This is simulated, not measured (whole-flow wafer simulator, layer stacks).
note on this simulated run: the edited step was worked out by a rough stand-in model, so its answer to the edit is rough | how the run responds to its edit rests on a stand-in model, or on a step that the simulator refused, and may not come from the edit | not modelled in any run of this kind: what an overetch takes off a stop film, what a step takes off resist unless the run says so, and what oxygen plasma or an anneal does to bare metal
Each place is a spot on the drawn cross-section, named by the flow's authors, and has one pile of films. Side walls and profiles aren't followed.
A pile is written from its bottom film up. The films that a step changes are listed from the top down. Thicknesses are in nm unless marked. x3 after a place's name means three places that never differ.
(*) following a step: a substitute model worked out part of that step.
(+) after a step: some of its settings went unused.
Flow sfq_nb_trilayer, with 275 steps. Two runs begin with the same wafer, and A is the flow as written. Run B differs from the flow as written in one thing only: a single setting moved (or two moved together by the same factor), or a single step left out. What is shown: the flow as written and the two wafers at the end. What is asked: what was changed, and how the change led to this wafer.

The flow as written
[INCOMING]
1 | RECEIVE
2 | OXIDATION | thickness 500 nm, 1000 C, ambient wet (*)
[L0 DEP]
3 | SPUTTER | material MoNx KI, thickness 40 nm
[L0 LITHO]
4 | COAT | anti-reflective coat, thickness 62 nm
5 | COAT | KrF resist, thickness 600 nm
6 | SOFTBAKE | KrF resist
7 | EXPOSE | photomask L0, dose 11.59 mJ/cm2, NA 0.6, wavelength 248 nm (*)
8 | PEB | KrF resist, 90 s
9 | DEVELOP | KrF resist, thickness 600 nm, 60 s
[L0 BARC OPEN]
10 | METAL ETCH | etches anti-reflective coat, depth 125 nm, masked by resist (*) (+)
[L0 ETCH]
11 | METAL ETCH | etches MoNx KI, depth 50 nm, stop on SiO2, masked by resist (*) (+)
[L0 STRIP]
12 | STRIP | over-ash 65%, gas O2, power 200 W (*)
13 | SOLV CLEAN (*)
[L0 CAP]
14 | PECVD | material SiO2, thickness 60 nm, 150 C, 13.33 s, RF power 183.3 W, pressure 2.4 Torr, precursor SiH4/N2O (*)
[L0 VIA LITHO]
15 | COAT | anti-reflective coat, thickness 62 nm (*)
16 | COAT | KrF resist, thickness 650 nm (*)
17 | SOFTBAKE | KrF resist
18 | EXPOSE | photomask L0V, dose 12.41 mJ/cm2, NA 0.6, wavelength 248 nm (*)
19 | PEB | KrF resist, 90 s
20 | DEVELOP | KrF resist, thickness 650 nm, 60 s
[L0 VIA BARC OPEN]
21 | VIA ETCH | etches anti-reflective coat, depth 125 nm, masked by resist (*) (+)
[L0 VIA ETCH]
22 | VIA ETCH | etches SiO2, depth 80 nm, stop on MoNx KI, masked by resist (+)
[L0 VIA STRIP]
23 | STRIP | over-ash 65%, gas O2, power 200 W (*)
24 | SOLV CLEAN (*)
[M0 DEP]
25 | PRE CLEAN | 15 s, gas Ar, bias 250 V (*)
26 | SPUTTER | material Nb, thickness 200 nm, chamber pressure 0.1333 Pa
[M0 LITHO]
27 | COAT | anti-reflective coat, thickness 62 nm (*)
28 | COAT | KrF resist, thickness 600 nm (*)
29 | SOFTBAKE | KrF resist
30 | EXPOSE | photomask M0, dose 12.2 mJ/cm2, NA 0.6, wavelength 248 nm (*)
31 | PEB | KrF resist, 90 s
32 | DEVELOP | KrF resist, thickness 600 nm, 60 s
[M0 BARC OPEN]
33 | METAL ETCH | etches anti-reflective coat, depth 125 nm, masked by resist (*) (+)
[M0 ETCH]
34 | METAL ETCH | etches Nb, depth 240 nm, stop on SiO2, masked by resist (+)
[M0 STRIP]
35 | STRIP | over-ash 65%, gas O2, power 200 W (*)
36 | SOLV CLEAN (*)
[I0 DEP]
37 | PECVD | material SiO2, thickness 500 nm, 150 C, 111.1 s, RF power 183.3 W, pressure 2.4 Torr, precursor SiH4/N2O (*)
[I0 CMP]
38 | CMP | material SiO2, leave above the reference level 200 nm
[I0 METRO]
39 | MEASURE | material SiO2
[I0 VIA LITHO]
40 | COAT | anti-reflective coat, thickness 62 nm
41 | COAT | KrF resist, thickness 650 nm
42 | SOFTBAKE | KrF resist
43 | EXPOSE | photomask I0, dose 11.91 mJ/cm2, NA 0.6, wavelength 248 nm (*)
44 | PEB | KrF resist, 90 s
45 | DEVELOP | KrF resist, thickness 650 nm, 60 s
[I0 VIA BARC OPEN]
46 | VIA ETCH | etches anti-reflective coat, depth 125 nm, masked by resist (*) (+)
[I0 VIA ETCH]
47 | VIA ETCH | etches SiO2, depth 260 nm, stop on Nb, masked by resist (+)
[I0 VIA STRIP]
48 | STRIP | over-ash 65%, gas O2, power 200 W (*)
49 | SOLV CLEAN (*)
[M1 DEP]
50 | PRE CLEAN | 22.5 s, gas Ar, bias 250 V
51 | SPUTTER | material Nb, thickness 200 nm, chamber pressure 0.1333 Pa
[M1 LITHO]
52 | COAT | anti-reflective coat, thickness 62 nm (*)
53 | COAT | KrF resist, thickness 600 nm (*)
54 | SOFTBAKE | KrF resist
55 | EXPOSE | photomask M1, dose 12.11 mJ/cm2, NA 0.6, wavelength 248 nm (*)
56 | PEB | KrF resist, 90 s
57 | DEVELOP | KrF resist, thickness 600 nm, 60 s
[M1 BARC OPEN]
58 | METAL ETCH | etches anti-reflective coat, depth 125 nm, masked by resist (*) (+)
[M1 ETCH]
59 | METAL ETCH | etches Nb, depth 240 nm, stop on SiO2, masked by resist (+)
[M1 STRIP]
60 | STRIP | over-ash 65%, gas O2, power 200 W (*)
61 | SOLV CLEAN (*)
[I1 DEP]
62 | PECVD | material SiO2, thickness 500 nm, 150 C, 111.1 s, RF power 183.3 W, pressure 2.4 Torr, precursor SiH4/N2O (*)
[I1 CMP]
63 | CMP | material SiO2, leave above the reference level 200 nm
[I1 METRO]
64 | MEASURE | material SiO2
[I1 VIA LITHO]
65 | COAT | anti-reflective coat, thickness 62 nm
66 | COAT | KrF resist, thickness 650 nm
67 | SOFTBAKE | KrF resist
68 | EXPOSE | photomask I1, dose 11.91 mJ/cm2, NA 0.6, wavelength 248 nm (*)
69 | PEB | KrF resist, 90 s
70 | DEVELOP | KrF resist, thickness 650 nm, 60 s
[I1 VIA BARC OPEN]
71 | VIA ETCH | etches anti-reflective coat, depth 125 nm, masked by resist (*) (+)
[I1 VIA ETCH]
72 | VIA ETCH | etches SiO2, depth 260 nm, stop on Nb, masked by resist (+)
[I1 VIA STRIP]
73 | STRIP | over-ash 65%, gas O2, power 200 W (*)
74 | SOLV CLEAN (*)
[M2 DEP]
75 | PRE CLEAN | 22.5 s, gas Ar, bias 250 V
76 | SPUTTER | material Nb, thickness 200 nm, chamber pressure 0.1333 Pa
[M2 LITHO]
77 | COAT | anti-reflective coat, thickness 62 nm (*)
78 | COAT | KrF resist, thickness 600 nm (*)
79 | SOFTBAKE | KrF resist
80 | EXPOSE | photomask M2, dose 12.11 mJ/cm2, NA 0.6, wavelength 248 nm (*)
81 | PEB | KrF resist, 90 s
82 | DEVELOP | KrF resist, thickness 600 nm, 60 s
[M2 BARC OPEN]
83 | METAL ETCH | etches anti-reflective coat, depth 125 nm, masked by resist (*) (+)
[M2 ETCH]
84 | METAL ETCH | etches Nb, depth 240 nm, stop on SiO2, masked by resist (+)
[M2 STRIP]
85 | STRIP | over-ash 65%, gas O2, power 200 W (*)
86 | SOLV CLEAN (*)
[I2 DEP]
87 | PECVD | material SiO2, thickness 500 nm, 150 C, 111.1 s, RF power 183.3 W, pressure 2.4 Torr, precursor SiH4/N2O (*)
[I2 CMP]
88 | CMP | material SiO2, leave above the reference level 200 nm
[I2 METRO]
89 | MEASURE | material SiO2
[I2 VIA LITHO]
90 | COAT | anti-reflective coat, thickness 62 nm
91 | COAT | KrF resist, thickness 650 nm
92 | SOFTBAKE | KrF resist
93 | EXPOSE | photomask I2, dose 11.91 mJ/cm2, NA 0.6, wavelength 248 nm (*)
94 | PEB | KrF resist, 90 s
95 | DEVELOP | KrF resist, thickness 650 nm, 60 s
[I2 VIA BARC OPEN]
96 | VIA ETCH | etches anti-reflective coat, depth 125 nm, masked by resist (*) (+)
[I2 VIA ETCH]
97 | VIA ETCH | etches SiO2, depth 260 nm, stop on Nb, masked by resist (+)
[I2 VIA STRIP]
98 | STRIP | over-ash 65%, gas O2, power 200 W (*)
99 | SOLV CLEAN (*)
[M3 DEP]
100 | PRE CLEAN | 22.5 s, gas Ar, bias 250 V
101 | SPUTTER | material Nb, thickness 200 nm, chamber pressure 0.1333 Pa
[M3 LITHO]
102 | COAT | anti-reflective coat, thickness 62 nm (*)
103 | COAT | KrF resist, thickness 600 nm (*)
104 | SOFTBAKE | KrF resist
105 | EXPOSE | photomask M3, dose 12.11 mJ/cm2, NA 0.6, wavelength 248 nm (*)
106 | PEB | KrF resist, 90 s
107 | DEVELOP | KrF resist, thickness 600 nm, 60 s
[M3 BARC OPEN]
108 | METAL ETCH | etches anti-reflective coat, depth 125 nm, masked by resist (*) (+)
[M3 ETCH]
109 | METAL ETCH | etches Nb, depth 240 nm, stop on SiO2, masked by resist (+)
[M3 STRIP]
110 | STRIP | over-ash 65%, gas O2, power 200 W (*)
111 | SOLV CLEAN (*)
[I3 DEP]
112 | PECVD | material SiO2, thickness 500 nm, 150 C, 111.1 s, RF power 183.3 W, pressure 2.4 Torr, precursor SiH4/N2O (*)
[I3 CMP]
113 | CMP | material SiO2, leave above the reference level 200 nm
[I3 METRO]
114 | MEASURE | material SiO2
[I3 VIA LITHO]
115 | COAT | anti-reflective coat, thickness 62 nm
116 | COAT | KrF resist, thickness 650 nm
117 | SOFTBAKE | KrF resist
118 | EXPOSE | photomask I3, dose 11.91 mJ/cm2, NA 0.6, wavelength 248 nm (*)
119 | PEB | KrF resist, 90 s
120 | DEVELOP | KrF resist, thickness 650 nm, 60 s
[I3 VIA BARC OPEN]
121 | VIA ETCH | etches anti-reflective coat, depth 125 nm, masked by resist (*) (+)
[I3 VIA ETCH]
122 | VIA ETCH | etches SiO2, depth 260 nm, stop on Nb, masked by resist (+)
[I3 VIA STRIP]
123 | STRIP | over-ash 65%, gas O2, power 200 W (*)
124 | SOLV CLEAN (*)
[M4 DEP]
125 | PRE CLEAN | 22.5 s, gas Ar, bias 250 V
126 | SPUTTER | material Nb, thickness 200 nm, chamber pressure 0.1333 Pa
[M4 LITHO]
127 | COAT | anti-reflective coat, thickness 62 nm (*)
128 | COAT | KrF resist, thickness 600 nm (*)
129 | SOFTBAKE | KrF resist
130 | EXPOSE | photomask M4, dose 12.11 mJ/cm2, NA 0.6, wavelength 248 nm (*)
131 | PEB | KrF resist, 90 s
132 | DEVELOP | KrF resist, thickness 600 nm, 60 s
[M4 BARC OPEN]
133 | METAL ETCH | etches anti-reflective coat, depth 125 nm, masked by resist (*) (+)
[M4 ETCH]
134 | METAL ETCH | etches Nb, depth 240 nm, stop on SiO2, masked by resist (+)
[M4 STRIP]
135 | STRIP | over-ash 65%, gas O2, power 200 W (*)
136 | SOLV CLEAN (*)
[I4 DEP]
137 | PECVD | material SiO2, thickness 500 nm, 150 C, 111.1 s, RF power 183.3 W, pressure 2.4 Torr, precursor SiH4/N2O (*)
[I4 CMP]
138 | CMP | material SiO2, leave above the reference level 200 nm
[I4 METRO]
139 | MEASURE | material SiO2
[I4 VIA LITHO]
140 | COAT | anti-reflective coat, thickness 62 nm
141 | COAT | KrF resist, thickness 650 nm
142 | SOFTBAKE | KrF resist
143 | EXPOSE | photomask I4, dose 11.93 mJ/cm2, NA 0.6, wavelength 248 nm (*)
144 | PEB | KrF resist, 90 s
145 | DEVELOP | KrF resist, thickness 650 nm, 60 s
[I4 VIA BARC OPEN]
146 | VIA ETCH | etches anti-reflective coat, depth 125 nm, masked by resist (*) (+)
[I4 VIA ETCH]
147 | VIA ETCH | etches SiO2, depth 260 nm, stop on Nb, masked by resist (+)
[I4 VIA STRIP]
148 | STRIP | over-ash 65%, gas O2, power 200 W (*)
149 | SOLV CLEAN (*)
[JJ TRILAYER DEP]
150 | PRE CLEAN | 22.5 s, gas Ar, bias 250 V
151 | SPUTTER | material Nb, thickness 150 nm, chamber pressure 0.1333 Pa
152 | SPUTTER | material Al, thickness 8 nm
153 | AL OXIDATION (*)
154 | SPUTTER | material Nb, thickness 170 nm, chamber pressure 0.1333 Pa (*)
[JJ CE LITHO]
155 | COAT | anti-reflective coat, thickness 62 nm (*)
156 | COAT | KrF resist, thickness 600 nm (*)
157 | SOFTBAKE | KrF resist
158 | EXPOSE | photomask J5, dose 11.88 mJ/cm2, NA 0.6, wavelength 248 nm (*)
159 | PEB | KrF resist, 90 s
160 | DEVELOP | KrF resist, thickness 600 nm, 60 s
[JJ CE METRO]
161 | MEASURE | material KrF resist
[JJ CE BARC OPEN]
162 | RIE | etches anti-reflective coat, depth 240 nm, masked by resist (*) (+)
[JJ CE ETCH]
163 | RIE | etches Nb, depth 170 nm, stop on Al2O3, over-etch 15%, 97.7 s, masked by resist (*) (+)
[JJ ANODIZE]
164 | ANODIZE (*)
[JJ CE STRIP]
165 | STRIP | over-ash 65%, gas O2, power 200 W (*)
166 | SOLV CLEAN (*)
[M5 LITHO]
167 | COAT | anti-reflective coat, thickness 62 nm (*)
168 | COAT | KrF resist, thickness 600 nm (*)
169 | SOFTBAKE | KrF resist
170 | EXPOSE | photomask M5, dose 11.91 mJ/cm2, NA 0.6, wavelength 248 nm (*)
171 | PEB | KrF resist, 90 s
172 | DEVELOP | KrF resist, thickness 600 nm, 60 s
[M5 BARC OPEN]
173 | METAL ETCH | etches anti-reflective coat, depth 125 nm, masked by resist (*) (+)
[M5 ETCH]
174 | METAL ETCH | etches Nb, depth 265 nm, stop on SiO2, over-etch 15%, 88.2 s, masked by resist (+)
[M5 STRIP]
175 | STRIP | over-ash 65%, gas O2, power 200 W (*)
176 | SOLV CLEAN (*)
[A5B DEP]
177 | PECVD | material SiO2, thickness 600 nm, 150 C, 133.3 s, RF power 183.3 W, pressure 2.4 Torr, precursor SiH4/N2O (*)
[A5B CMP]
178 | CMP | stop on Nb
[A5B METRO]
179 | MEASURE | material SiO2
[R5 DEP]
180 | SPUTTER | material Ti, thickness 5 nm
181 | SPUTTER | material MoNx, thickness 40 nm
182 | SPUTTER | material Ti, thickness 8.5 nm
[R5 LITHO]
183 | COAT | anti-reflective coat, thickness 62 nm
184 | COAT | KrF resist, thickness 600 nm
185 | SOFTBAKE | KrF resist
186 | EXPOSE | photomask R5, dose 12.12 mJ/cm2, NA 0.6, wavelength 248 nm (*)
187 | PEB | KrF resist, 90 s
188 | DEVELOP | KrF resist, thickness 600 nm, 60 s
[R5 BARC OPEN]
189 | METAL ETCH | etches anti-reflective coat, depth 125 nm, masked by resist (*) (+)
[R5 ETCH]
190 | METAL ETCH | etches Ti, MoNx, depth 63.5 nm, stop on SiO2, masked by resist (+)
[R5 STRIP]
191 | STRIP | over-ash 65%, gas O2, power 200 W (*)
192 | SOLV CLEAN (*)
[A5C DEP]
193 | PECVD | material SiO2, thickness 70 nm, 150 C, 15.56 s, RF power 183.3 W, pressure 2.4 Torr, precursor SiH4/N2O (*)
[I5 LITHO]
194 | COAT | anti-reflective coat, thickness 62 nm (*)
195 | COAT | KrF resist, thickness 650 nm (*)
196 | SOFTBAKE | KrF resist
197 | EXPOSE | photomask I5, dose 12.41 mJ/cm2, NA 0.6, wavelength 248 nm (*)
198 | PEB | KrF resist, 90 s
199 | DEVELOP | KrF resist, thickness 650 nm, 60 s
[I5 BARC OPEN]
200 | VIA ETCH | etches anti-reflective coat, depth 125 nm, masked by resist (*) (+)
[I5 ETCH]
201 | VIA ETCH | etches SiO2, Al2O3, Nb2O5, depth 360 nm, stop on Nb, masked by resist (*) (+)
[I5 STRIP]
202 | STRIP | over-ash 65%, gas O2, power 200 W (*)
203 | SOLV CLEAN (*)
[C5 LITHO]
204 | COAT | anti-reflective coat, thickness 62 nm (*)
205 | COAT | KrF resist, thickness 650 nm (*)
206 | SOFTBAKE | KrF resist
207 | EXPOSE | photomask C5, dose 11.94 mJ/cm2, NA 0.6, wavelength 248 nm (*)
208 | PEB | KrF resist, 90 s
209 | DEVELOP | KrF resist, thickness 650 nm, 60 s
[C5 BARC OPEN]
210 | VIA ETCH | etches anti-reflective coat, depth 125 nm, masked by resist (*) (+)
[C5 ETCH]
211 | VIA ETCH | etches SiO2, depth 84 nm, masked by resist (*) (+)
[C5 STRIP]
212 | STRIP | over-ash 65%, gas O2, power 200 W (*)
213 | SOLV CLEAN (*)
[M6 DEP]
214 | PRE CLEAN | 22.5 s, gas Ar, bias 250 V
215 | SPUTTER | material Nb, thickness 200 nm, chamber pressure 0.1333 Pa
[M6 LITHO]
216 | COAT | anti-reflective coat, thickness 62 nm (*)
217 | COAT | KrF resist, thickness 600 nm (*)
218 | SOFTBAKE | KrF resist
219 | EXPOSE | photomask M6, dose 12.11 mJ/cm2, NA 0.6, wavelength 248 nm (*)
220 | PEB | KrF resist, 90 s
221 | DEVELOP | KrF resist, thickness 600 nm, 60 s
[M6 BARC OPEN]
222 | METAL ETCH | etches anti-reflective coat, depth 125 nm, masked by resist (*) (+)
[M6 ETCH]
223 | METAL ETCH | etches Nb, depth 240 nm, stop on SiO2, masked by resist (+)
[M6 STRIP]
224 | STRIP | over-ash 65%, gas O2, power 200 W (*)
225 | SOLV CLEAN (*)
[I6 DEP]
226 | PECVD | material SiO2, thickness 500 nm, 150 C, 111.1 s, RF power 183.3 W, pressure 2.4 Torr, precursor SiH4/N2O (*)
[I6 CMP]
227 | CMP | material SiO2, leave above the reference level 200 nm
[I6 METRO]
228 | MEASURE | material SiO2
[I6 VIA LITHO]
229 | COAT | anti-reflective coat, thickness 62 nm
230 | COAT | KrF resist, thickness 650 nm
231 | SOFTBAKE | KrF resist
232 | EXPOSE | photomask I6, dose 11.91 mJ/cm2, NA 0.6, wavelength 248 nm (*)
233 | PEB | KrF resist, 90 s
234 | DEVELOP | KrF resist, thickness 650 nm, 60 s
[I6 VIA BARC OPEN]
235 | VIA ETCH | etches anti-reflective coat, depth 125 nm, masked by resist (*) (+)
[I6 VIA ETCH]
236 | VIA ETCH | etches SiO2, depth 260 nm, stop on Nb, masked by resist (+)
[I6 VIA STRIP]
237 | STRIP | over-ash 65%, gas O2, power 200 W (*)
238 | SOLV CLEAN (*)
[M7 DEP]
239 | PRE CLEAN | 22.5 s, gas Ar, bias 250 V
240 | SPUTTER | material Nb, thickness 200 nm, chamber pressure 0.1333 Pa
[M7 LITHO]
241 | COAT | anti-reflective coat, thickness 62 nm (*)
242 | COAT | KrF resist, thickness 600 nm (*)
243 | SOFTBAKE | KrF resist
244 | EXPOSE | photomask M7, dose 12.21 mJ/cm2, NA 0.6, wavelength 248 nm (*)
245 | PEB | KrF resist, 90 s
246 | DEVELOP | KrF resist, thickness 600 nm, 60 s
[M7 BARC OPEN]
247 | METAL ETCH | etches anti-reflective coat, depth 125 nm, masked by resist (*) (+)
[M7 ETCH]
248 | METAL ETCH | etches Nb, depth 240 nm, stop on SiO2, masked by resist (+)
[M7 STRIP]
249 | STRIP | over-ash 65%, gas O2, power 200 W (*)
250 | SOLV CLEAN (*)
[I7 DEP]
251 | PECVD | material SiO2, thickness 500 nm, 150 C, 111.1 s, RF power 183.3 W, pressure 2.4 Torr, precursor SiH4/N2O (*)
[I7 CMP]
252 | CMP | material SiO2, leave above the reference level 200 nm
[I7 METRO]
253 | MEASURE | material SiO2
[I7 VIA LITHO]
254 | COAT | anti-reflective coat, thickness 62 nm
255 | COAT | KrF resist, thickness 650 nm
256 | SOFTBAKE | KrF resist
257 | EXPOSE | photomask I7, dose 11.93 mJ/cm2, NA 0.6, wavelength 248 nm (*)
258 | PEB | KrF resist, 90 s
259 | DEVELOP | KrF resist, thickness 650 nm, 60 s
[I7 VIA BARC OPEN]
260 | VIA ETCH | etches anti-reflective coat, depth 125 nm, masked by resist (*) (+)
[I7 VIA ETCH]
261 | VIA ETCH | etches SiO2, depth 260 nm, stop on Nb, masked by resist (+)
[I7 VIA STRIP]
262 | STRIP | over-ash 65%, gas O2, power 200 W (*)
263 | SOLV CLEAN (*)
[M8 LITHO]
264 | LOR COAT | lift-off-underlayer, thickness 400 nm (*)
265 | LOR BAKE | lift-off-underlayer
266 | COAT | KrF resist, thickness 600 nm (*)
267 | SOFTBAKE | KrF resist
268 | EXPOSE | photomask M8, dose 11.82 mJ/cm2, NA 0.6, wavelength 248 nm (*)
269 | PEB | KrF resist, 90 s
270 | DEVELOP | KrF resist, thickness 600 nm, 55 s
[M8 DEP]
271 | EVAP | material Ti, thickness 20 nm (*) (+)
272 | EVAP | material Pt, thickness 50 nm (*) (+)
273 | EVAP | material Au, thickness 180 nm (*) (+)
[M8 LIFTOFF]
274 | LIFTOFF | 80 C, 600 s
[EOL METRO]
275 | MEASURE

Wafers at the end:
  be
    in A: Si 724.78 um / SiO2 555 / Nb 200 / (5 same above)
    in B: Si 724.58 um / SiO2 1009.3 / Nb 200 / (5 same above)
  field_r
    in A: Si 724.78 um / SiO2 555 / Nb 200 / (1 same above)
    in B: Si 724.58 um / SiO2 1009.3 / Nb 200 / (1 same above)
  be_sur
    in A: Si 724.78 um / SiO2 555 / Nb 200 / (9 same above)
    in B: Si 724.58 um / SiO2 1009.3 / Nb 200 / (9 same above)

What caused this: step 2, OXIDATION: 1150 C was run, though the flow has 1000 C.

Step by step, how the change led to this:
  2 | OXIDATION | thickness 500 nm, 1000 C, ambient wet (*)
      field_l, v_sur, via_wl and 103 more: A +500 SiO2 (new film), -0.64 chemical SiO2 (all of it), -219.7 Si | B +954.3 SiO2 (new film), -0.64 chemical SiO2 (all of it), -419.6 Si
